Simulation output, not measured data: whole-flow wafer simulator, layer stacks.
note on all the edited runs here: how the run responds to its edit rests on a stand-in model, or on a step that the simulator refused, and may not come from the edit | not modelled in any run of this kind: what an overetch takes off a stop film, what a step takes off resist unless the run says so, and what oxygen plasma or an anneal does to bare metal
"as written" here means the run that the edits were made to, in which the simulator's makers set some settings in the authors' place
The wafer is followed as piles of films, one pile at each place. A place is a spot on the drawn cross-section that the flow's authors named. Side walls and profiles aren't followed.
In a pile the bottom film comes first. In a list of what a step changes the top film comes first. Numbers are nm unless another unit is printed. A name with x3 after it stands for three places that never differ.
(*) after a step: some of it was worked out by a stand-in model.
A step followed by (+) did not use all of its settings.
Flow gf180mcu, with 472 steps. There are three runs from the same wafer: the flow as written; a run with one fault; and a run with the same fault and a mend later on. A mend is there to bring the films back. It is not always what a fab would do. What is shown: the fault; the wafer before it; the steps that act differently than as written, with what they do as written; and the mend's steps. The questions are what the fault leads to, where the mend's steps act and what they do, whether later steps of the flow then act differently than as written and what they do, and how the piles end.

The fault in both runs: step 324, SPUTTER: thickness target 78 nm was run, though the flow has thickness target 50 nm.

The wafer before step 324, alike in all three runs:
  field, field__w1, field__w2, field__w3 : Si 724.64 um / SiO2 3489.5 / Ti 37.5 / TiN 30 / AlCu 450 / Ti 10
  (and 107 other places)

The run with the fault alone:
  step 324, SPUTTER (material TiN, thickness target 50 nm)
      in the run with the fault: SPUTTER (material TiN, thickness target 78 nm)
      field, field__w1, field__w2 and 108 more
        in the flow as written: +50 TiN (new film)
        in the run with the fault: +78 TiN (new film)
  Steps further on in the flow that do not act as written (3 other steps are not shown; they differ only slightly, by no more than 2% or 0.5 nm, whichever is larger):
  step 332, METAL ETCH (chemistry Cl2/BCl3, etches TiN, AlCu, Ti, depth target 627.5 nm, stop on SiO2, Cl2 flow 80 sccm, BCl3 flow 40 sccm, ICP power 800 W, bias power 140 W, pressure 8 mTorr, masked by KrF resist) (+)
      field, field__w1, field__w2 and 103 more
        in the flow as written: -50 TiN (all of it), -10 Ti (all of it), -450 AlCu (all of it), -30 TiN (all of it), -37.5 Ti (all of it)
        in the run with the fault: -78 TiN (all of it), -10 Ti (all of it), -450 AlCu (all of it), -30 TiN (all of it), -37.5 Ti (all of it)
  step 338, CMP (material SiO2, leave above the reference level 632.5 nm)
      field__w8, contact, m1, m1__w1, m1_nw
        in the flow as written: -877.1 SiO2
        in the run with the fault: -905.1 SiO2
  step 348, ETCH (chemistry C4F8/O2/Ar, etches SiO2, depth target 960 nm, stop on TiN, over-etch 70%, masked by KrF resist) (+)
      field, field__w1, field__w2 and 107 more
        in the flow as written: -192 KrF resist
        in the run with the fault: -185.1 KrF resist
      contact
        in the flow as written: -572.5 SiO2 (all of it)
        in the run with the fault: -544.5 SiO2 (all of it)
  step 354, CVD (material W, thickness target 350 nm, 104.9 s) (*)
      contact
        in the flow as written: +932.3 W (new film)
        in the run with the fault: +904 W (new film)
  At field__w8, contact, m1, m1__w1, m1_nw, the piles at the end differ from the flow's by more than 2% or 0.5 nm, whichever is larger.
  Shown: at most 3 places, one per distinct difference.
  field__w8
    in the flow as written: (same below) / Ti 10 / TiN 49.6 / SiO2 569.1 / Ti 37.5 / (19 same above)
    in the run with the fault: (same below) / Ti 10 / TiN 77.6 / SiO2 541.1 / Ti 37.5 / (19 same above)
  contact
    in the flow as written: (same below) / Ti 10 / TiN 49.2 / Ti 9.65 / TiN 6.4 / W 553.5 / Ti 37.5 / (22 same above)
    in the run with the fault: (same below) / Ti 10 / TiN 77.2 / Ti 9.81 / TiN 6.51 / W 525.2 / Ti 37.5 / (22 same above)

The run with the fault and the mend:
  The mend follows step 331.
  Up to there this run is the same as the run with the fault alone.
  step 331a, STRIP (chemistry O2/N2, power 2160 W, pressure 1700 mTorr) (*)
      field__w8, contact, m1, m1__w1, m1_nw
        -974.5 KrF resist (all of it)
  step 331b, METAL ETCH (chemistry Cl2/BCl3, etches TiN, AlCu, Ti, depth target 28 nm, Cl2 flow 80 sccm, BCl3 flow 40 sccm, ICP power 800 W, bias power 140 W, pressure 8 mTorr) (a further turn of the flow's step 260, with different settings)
      field, field__w1, field__w2 and 108 more
        -28 TiN
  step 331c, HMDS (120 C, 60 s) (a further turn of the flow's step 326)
      alters no film at any place that is followed
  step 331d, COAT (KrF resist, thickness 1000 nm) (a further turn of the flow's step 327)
      field, field__w1, field__w2 and 108 more
        +1000 KrF resist (new film)
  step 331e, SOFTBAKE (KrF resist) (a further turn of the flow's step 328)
      alters no film at any place that is followed
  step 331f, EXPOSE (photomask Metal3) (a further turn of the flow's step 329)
      alters no film at any place that is followed
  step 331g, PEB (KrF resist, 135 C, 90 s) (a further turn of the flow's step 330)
      field, field__w1, field__w2 and 108 more
        -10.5 KrF resist
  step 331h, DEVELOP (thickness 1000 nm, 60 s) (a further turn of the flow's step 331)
      field, field__w1, field__w2 and 103 more
        -989.5 KrF resist (all of it)
      field__w8, contact, m1, m1__w1, m1_nw
        -14.9 KrF resist
  Every later step of the flow that is run acts as written at every place that is followed.
  By the end, the piles equal the flow's at every place that both follow.
